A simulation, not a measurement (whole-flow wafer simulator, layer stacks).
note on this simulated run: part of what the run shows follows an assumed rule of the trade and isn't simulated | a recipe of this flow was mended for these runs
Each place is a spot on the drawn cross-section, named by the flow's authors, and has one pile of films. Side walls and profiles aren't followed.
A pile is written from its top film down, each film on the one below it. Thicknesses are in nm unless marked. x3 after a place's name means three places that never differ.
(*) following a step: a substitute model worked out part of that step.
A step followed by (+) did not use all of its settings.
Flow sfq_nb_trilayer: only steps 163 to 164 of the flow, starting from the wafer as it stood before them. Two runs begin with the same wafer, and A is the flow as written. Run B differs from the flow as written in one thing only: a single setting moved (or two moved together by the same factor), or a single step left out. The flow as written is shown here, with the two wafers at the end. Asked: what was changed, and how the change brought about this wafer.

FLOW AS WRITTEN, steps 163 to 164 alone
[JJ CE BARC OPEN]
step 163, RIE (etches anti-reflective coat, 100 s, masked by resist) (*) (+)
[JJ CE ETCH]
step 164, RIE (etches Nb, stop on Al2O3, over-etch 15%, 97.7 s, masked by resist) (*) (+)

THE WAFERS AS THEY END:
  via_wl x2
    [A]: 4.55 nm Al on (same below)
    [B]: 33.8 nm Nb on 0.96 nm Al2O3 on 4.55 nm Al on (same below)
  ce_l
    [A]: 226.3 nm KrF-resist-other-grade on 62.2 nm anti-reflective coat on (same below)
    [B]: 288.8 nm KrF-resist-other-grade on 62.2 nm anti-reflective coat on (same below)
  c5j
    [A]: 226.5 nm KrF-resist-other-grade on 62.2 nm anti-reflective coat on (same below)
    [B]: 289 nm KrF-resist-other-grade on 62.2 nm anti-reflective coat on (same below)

What caused this: step 163, RIE: 75 s was run, though the flow has 100 s.

The path from the change to this, step by step:
  step 163, RIE (etches anti-reflective coat, 100 s, masked by resist) (*) (+)
      via_wl x2: A anti-reflective coat loses 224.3 (all of it) | B anti-reflective coat loses 187.5
      ce_l, c5j, ce_r, wl_jj: A KrF-resist-other-grade loses 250 | B KrF-resist-other-grade loses 187.5
  step 164, RIE (etches Nb, stop on Al2O3, over-etch 15%, 97.7 s, masked by resist) (*) (+)
      via_wl x2: A Nb loses 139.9 (all of it), Al2O3 loses 0.96 (all of it) | B anti-reflective coat loses 36.8 (all of it), Nb loses 106
With metal films that touch counted as one body, via_wl x2 has 6 bodies (between them, from the top down: Al2O3 0.96; SiO2 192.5; SiO2 192.5; SiO2 192.5; SiO2 192.5); the flow as written gives 5 bodies (between them, from the top down: SiO2 192.5; SiO2 192.5; SiO2 192.5; SiO2 192.5).
